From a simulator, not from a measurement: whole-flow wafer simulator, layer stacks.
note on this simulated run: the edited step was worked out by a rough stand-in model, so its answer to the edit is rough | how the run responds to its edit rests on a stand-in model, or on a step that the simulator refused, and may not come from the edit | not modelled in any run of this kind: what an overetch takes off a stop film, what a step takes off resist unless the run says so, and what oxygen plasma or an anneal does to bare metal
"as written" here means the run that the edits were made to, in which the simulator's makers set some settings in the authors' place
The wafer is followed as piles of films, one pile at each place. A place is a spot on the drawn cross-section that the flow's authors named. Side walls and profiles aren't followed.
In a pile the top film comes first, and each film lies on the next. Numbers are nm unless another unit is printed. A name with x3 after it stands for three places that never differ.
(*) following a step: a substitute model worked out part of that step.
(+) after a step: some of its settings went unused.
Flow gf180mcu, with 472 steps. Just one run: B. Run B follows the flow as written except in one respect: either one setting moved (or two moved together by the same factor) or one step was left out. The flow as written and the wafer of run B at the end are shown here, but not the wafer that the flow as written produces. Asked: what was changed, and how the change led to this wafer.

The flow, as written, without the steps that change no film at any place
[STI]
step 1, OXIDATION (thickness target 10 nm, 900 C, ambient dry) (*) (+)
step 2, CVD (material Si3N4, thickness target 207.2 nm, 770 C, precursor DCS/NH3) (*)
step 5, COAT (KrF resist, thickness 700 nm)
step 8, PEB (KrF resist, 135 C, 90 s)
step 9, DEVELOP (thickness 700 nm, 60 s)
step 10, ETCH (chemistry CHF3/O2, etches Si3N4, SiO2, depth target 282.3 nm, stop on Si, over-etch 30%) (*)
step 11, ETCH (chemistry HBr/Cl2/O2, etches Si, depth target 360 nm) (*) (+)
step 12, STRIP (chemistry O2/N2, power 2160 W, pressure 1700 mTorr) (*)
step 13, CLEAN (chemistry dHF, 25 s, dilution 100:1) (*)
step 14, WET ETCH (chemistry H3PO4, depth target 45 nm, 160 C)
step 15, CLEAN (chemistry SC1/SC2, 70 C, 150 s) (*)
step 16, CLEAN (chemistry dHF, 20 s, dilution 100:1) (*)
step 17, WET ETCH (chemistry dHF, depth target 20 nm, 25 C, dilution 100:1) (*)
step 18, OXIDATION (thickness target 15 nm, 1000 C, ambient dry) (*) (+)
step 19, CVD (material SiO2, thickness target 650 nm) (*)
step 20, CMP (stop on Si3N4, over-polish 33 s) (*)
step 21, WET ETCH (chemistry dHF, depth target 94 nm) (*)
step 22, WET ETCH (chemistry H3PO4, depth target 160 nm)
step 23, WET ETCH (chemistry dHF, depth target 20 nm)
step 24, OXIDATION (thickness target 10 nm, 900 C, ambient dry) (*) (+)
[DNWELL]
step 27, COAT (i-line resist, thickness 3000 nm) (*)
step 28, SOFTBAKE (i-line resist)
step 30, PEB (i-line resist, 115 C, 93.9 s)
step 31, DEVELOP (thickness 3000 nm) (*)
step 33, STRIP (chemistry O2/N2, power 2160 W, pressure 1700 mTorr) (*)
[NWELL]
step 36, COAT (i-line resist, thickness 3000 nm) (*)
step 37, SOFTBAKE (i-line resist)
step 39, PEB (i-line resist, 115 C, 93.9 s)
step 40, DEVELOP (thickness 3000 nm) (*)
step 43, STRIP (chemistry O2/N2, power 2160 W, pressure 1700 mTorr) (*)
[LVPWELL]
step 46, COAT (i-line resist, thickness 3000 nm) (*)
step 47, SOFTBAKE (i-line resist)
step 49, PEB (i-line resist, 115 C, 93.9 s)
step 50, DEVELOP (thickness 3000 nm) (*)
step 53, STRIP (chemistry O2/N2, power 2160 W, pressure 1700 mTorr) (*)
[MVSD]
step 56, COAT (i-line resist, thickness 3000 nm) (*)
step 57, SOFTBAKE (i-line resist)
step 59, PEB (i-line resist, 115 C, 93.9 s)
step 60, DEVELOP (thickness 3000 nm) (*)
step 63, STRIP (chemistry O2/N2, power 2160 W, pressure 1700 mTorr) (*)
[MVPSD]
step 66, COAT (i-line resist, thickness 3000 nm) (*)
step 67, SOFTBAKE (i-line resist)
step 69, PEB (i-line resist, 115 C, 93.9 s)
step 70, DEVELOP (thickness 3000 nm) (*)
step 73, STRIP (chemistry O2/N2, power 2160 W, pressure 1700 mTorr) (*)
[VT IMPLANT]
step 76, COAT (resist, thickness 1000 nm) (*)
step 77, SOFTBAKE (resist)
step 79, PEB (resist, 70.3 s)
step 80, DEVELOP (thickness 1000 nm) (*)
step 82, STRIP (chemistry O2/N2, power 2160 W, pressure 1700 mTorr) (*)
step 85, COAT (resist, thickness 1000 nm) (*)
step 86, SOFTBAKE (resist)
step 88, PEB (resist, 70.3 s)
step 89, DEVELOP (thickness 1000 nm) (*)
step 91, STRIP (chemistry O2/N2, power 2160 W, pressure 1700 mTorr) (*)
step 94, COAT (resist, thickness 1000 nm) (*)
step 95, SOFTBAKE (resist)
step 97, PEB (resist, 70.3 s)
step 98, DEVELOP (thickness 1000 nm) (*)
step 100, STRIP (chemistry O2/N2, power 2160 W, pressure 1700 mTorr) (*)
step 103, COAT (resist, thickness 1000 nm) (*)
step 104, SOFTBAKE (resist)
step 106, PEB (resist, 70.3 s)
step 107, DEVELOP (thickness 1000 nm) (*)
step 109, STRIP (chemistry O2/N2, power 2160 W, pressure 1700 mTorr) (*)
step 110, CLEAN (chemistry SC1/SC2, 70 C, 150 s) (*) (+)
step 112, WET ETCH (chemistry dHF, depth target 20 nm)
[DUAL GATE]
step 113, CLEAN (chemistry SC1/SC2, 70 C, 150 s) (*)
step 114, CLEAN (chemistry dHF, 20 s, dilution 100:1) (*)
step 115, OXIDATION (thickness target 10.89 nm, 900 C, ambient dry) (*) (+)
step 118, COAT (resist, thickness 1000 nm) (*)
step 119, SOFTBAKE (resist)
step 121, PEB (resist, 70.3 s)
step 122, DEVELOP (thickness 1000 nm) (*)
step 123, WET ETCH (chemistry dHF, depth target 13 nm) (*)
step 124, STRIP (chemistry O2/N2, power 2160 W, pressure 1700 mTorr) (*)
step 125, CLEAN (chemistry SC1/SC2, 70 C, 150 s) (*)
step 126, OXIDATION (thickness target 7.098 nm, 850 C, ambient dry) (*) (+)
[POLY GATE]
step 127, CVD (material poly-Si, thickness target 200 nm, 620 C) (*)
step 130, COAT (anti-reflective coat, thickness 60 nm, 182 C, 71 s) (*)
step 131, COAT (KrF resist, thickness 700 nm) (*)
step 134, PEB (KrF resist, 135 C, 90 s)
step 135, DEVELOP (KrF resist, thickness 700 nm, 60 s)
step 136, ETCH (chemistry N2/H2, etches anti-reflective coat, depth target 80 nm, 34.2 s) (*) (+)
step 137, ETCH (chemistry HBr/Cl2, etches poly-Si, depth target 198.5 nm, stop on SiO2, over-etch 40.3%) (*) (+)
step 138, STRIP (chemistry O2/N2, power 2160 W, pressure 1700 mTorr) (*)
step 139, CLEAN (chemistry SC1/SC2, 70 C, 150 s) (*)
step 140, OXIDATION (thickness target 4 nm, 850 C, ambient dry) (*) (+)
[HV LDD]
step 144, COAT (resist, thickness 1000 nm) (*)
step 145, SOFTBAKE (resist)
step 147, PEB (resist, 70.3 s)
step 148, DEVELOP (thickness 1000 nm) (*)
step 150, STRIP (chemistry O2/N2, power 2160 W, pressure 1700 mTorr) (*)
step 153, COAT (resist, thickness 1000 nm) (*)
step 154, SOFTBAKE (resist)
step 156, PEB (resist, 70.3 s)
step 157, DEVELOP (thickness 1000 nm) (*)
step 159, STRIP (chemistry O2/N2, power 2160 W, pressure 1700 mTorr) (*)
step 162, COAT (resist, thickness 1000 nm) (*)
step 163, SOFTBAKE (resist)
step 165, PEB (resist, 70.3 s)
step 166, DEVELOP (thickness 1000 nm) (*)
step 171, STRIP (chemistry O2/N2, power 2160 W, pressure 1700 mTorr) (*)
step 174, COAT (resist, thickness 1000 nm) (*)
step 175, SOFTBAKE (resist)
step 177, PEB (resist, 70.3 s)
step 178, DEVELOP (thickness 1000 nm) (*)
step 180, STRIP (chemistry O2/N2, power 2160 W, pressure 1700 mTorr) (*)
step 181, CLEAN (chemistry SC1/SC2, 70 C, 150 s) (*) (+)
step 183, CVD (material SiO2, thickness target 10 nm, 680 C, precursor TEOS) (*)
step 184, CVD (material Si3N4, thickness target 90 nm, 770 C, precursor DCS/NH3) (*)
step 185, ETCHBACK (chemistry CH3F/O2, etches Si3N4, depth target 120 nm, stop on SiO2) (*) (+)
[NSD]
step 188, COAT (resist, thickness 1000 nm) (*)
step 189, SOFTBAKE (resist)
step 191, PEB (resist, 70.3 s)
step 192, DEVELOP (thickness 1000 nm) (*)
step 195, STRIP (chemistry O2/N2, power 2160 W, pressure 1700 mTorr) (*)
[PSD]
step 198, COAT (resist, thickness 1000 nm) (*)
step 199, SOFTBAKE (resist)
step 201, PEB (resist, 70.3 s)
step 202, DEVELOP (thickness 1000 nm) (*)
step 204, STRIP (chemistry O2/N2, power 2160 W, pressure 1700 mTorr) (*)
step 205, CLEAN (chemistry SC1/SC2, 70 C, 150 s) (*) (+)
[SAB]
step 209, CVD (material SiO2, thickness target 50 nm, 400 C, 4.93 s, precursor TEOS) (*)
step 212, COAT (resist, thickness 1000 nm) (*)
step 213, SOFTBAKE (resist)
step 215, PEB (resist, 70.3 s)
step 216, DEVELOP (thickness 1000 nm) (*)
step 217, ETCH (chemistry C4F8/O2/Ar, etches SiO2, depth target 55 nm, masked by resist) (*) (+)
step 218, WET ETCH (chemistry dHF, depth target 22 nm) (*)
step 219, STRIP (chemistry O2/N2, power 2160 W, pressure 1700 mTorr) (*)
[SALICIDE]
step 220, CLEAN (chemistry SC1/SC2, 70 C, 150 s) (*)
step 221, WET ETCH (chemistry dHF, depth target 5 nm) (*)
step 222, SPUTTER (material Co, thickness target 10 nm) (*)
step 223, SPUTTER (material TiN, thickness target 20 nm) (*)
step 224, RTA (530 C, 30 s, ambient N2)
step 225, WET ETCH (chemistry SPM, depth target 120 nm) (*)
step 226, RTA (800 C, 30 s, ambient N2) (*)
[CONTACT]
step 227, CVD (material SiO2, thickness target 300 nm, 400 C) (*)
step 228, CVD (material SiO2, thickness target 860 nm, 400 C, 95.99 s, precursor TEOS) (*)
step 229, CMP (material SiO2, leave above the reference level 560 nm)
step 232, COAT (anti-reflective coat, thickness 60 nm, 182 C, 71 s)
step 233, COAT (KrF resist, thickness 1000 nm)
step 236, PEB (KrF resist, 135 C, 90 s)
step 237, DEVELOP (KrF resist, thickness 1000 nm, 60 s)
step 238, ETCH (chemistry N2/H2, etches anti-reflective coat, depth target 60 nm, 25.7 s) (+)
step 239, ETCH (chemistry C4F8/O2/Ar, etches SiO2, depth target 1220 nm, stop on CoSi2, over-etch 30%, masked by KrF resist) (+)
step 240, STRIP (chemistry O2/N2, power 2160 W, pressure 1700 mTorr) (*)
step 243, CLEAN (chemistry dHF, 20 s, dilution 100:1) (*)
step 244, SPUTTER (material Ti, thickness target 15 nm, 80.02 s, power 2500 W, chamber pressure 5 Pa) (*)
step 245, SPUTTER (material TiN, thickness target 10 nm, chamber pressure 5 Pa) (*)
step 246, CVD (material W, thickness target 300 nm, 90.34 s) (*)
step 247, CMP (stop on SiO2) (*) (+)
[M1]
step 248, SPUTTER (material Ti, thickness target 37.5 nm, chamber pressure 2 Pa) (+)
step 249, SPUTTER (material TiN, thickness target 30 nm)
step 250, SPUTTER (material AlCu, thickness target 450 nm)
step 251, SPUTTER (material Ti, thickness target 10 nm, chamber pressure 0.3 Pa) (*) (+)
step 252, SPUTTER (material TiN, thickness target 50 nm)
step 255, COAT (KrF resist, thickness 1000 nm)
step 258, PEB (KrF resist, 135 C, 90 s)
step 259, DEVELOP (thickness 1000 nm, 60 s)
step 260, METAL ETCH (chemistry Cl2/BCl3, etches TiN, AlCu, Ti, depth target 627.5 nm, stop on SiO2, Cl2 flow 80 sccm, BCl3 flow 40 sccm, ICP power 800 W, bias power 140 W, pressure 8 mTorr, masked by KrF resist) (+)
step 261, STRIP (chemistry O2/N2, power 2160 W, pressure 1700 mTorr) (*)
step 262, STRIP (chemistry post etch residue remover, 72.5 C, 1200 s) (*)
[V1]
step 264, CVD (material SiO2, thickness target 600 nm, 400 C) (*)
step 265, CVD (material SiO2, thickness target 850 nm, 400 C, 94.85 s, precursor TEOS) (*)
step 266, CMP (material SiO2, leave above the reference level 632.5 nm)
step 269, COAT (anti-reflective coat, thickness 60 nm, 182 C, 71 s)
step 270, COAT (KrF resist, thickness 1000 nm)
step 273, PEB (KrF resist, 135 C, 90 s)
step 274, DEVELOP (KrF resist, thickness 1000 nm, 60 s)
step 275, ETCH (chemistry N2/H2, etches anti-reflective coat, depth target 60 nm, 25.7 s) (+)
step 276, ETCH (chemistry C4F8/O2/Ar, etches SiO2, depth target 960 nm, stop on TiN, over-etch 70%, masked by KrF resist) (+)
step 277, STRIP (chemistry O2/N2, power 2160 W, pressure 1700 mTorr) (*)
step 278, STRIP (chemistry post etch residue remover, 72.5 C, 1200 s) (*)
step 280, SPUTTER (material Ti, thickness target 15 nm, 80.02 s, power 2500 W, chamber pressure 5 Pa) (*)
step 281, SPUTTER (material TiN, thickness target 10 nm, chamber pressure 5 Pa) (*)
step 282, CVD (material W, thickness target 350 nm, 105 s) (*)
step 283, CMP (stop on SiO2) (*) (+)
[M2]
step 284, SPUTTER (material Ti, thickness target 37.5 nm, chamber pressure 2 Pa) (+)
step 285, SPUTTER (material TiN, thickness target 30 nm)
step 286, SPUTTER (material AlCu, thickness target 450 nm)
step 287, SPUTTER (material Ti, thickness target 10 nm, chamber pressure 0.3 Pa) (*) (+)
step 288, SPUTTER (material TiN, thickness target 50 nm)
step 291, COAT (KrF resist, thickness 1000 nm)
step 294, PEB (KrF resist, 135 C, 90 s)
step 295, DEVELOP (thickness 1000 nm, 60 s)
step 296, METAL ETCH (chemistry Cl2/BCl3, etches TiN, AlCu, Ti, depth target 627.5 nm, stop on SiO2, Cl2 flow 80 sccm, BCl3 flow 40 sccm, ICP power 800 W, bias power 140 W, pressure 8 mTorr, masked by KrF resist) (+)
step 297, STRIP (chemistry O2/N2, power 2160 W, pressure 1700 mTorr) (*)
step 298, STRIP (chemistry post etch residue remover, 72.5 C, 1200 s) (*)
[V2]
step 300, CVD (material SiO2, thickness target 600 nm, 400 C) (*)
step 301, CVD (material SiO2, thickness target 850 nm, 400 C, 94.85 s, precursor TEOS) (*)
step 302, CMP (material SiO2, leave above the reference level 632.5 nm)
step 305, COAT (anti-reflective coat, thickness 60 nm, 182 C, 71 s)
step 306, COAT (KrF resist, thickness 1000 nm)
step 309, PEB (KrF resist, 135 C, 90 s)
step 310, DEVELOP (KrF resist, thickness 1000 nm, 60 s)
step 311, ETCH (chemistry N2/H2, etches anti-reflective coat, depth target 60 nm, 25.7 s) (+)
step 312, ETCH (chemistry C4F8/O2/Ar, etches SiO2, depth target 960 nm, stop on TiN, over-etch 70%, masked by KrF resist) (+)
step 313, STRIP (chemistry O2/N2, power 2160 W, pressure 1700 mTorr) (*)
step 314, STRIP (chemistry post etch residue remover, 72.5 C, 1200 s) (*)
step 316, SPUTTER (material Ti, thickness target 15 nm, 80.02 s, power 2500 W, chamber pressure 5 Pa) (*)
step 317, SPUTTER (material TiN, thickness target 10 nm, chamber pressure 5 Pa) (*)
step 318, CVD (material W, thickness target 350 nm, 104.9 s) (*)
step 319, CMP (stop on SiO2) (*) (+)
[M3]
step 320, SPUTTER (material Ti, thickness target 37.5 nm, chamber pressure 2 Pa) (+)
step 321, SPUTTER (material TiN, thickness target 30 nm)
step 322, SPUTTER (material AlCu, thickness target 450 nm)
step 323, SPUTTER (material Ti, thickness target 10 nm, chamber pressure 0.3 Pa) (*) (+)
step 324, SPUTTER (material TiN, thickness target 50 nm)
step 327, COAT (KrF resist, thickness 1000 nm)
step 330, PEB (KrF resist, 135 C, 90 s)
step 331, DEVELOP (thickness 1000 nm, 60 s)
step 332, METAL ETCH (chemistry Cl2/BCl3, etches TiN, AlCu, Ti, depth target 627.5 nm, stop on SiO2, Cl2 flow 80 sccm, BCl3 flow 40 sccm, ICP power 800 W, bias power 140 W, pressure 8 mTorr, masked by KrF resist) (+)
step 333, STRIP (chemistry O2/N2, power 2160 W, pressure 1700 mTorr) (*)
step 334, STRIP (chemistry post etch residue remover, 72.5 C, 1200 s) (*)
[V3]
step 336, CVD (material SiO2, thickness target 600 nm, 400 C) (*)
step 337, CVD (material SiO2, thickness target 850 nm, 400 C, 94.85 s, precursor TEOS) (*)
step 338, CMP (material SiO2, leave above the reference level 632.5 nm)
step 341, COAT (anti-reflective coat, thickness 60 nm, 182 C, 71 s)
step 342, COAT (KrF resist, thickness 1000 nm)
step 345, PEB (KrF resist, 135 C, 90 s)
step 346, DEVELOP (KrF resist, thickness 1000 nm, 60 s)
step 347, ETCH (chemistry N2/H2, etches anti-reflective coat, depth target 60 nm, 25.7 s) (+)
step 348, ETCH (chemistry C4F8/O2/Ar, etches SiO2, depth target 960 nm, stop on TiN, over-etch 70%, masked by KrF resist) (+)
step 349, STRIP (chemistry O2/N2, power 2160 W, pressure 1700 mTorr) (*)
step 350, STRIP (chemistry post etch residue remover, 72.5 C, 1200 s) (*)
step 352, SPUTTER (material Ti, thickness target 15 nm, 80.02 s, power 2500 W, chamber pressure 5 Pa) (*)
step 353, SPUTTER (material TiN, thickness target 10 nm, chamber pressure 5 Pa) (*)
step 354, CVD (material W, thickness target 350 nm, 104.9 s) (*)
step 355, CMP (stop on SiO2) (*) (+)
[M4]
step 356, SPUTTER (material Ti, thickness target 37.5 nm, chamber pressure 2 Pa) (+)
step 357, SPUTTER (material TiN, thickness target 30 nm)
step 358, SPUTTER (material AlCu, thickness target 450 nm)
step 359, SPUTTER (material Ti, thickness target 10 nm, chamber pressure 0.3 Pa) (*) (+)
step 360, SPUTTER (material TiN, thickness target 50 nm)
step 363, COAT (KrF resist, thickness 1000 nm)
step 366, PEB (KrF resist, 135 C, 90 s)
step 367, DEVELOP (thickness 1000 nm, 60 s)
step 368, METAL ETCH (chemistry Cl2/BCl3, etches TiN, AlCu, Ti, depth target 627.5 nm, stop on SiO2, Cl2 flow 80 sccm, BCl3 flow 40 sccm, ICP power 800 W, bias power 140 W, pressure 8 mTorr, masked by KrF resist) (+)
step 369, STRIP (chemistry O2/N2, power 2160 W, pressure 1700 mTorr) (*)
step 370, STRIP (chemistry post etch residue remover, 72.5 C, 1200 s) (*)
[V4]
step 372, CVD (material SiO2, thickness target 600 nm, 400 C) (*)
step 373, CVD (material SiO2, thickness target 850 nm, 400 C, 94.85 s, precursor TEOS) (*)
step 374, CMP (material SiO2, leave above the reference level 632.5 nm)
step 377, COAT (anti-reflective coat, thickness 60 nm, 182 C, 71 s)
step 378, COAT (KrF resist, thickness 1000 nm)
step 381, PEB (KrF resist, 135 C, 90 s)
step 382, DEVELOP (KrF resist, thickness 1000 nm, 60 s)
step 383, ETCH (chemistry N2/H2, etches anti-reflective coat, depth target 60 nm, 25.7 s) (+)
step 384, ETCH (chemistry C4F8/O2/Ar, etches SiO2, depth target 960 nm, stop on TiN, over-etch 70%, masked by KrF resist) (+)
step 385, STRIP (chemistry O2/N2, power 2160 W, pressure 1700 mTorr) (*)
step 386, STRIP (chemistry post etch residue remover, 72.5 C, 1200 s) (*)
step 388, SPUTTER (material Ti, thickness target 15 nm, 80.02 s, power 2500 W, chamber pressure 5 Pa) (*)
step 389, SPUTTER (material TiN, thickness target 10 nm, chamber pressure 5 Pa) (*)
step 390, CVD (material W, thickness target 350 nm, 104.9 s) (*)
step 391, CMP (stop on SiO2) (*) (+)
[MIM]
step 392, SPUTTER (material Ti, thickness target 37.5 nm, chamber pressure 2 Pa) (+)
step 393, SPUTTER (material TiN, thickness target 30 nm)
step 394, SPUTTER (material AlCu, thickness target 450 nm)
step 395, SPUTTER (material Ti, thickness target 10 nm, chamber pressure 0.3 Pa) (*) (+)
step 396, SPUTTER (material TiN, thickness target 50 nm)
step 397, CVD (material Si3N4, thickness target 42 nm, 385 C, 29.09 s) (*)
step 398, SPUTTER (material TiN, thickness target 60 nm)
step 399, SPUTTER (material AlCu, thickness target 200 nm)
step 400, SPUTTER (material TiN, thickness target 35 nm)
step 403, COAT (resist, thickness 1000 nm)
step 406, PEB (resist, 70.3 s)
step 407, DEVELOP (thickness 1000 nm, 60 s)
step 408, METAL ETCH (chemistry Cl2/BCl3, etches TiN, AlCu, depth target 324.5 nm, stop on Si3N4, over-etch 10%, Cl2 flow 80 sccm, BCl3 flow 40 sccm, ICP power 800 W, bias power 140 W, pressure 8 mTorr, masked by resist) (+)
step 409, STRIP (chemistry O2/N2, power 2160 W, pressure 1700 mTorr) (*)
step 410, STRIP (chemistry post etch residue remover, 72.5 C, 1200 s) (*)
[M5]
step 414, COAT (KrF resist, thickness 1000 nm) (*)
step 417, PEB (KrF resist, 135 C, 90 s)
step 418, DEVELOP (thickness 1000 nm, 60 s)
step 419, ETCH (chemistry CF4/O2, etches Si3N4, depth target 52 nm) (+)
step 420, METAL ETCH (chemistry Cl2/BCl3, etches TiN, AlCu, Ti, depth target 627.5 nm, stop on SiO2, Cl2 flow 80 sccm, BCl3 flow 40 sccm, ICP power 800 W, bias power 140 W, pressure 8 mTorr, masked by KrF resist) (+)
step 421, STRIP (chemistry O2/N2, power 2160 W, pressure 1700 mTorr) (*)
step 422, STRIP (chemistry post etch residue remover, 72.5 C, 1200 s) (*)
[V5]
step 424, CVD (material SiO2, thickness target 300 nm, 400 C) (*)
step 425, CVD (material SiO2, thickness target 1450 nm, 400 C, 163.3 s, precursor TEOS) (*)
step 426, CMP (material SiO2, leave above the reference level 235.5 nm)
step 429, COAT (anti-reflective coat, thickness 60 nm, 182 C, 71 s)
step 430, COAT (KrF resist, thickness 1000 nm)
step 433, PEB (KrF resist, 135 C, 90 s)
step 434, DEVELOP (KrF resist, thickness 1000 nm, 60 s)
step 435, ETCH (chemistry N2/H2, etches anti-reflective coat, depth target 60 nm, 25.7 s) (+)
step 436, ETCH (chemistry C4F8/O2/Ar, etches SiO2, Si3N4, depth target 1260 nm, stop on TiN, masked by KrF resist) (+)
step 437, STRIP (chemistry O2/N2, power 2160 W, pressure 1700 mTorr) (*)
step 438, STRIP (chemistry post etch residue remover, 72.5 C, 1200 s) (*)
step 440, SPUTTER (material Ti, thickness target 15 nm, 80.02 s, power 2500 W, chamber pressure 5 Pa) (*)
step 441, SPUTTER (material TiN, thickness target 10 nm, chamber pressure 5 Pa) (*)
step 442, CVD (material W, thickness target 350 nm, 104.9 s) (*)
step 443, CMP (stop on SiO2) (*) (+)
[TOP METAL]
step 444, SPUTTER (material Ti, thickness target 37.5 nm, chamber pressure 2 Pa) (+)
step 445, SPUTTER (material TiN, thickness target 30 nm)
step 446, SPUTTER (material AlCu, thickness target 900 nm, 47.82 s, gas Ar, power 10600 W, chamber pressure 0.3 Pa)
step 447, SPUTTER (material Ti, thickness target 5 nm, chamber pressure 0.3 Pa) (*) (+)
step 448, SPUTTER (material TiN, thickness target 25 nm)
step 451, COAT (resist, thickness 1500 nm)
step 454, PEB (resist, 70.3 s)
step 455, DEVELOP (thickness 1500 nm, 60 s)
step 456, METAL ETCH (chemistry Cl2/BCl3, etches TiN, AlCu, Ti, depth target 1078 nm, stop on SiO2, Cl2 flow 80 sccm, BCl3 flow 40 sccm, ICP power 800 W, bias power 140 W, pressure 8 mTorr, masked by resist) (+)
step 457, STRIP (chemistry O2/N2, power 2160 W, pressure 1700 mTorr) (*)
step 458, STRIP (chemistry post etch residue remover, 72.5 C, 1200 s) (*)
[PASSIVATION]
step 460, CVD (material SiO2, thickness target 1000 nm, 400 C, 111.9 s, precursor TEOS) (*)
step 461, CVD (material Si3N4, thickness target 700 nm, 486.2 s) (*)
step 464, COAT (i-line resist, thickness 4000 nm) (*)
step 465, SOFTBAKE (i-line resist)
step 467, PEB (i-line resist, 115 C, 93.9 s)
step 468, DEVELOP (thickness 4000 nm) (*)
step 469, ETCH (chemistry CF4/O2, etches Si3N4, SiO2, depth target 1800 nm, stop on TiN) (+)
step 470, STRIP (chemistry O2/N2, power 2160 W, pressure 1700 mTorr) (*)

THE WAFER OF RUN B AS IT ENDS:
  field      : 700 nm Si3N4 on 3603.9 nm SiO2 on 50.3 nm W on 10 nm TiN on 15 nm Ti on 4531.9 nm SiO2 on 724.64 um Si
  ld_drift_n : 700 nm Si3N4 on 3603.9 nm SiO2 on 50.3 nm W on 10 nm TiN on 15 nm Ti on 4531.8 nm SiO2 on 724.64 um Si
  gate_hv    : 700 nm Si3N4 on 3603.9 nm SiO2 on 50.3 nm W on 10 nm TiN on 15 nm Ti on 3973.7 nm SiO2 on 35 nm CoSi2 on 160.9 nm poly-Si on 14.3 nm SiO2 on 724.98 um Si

What caused this: step 337, CVD: thickness target 434 nm was run, while the flow as written has thickness target 850 nm; step 337, CVD: 48.37 s was run, where the flow has 94.85 s.

Step by step, how the change led to this:
  step 337, CVD (material SiO2, thickness target 850 nm, 400 C, 94.85 s, precursor TEOS) (*)
      field, field__w1, field__w2 and 108 more: +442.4 SiO2 (it would be, as written: +850 SiO2)
  step 338, CMP (material SiO2, leave above the reference level 632.5 nm)
      field, field__w1, field__w2 and 103 more: nothing (it would be, as written: -300 SiO2)
      field__w8, contact, m1, m1__w1, m1_nw: -469.5 SiO2 (it would be, as written: -877.1 SiO2)
  step 341, COAT (anti-reflective coat, thickness 60 nm, 182 C, 71 s)
      gate_hv, polyc_n: +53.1 anti-reflective coat (new film) (it would be, as written: +60 anti-reflective coat (new film))
      field: +103.2 anti-reflective coat (new film) (it would be, as written: +60 anti-reflective coat (new film))
      (as well as at 18 more places)
  step 342, COAT (KrF resist, thickness 1000 nm)
      field__w1: +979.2 KrF resist (new film) (it would be, as written: +1000 KrF resist (new film))
      n_well: +972.5 KrF resist (new film) (it would be, as written: +1000 KrF resist (new film))
      (as well as at 9 more places)
  step 345, PEB (KrF resist, 135 C, 90 s)
      polyc_n, polyc_n_rim: -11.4 KrF resist (it would be, as written: -10.5 KrF resist)
      m1: -9.63 KrF resist (it would be, as written: -10.5 KrF resist)
      (as well as at 1 more place)
  step 346, DEVELOP (KrF resist, thickness 1000 nm, 60 s)
      contact: -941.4 KrF resist (all of it) (it would be, as written: -989.5 KrF resist (all of it))
  step 347, ETCH (chemistry N2/H2, etches anti-reflective coat, depth target 60 nm, 25.7 s) (+)
      contact: -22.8 anti-reflective coat (all of it), -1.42 SiO2 (it would be, as written: -60 anti-reflective coat (all of it), -0.46 SiO2)
  step 349, STRIP (chemistry O2/N2, power 2160 W, pressure 1700 mTorr) (*)
      field: -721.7 KrF resist (all of it), -103.2 anti-reflective coat (all of it) (it would be, as written: -739.2 KrF resist (all of it), -60 anti-reflective coat (all of it))
      field__w1: -718.6 KrF resist (all of it), -85.1 anti-reflective coat (all of it) (it would be, as written: -739.2 KrF resist (all of it), -60 anti-reflective coat (all of it))
      (as well as at 18 more places)
  step 352, SPUTTER (material Ti, thickness target 15 nm, 80.02 s, power 2500 W, chamber pressure 5 Pa) (*)
      contact: +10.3 Ti (new film) (it would be, as written: +9.65 Ti (new film))
  step 354, CVD (material W, thickness target 350 nm, 104.9 s) (*)
      contact: +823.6 W (new film) (it would be, as written: +932.3 W (new film))
  step 355, CMP (stop on SiO2) (*) (+)
      field, field__w1, field__w2 and 103 more: -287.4 W (it would be, as written: -350 W (all of it), -10 TiN (all of it), -15 Ti (all of it), -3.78 SiO2)
      field__w8, m1, m1__w1, m1_nw: -350 W (all of it), -10 TiN (all of it), -15 Ti (all of it), -20 SiO2 (it would be, as written: -350 W (all of it), -10 TiN (all of it), -15 Ti (all of it), -3.78 SiO2)
      (as well as at 1 more place)
  step 368, METAL ETCH (chemistry Cl2/BCl3, etches TiN, AlCu, Ti, depth target 627.5 nm, stop on SiO2, Cl2 flow 80 sccm, BCl3 flow 40 sccm, ICP power 800 W, bias power 140 W, pressure 8 mTorr, masked by KrF resist) (+)
      field, field__w1, field__w2 and 103 more: -50 TiN (all of it), -10 Ti (all of it), -450 AlCu (all of it), -30 TiN (all of it), -37.5 Ti (all of it), -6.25 W (it would be, as written: -50 TiN (all of it), -10 Ti (all of it), -450 AlCu (all of it), -30 TiN (all of it), -37.5 Ti (all of it))
  step 370, STRIP (chemistry post etch residue remover, 72.5 C, 1200 s) (*)
      field, field__w1, field__w2 and 103 more: -6.01 W (it would be, as written: nothing)
  step 372, CVD (material SiO2, thickness target 600 nm, 400 C) (*)
      field, field__w1, field__w2 and 103 more: +600 SiO2 (new film) (it would be, as written: +600 SiO2)
  step 374, CMP (material SiO2, leave above the reference level 632.5 nm)
      field, field__w1, field__w2 and 103 more: -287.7 SiO2 (it would be, as written: -300 SiO2)
With metal films that touch counted as one body, field has 1 body; the flow as written gives 0 bodies.
With metal films that touch counted as one body, ld_drift_n has 1 body; the flow as written gives 0 bodies.
With metal films that touch counted as one body, gate_hv has 2 bodies (between them, from the top down: SiO2 3973.7); the flow as written gives 1 body.
